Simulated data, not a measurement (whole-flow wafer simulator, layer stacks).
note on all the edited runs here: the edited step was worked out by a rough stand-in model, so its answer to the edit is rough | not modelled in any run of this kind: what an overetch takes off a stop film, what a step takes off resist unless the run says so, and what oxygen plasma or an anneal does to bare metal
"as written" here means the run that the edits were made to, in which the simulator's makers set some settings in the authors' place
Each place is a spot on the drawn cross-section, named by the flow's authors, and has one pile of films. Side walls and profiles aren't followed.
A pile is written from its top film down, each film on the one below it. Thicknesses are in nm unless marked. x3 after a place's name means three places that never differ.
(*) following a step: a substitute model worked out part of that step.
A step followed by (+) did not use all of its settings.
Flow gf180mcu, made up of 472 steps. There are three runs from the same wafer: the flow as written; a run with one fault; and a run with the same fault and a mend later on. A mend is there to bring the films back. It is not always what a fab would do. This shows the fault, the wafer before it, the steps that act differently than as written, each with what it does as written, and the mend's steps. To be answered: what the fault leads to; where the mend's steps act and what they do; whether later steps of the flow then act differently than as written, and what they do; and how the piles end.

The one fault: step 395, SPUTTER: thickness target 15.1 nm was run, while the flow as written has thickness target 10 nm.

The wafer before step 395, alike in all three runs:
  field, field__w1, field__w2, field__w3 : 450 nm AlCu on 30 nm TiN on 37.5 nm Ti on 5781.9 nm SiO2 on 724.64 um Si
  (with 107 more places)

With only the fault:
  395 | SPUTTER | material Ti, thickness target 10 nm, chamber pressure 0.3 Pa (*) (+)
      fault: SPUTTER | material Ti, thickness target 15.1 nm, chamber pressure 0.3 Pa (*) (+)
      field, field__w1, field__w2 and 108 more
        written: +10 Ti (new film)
        fault: +15.1 Ti (new film)
  Steps further on in the flow that do not act as written (2 other steps are not shown; they differ only slightly, by no more than 2% or 0.5 nm, whichever is larger):
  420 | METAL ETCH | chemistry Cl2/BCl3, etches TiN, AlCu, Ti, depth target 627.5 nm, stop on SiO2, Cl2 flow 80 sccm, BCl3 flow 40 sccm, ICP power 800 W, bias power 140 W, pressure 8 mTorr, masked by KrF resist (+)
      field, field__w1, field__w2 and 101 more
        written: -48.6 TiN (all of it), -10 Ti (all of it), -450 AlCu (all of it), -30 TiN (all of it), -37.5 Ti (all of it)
        fault: -48.6 TiN (all of it), -15.1 Ti (all of it), -450 AlCu (all of it), -30 TiN (all of it), -37.5 Ti (all of it)
  At field__w4, field__w8, contact, m1, m1__w1, mim, mim_1p0, m1_nw, the piles at the end differ from the flow's by more than 2% or 0.5 nm, whichever is larger.
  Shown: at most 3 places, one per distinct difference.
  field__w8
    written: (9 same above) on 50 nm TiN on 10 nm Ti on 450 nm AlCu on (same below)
    fault: (9 same above) on 50 nm TiN on 15.1 nm Ti on 450 nm AlCu on (same below)
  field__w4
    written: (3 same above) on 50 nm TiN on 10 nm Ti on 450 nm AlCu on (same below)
    fault: (3 same above) on 50 nm TiN on 15.1 nm Ti on 450 nm AlCu on (same below)
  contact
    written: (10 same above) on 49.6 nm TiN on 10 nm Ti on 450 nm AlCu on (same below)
    fault: (10 same above) on 49.6 nm TiN on 15.1 nm Ti on 450 nm AlCu on (same below)

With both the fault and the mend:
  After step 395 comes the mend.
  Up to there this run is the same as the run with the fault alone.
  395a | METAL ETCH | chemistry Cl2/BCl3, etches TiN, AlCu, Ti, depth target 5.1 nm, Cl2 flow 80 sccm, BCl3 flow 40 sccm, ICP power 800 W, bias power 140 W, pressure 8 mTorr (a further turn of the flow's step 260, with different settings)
      field, field__w1, field__w2 and 108 more
        -5.1 Ti
  None of the later steps of the flow acts differently than as written at any place that is followed.
  At every place that both follow, the piles at the end match the flow's.
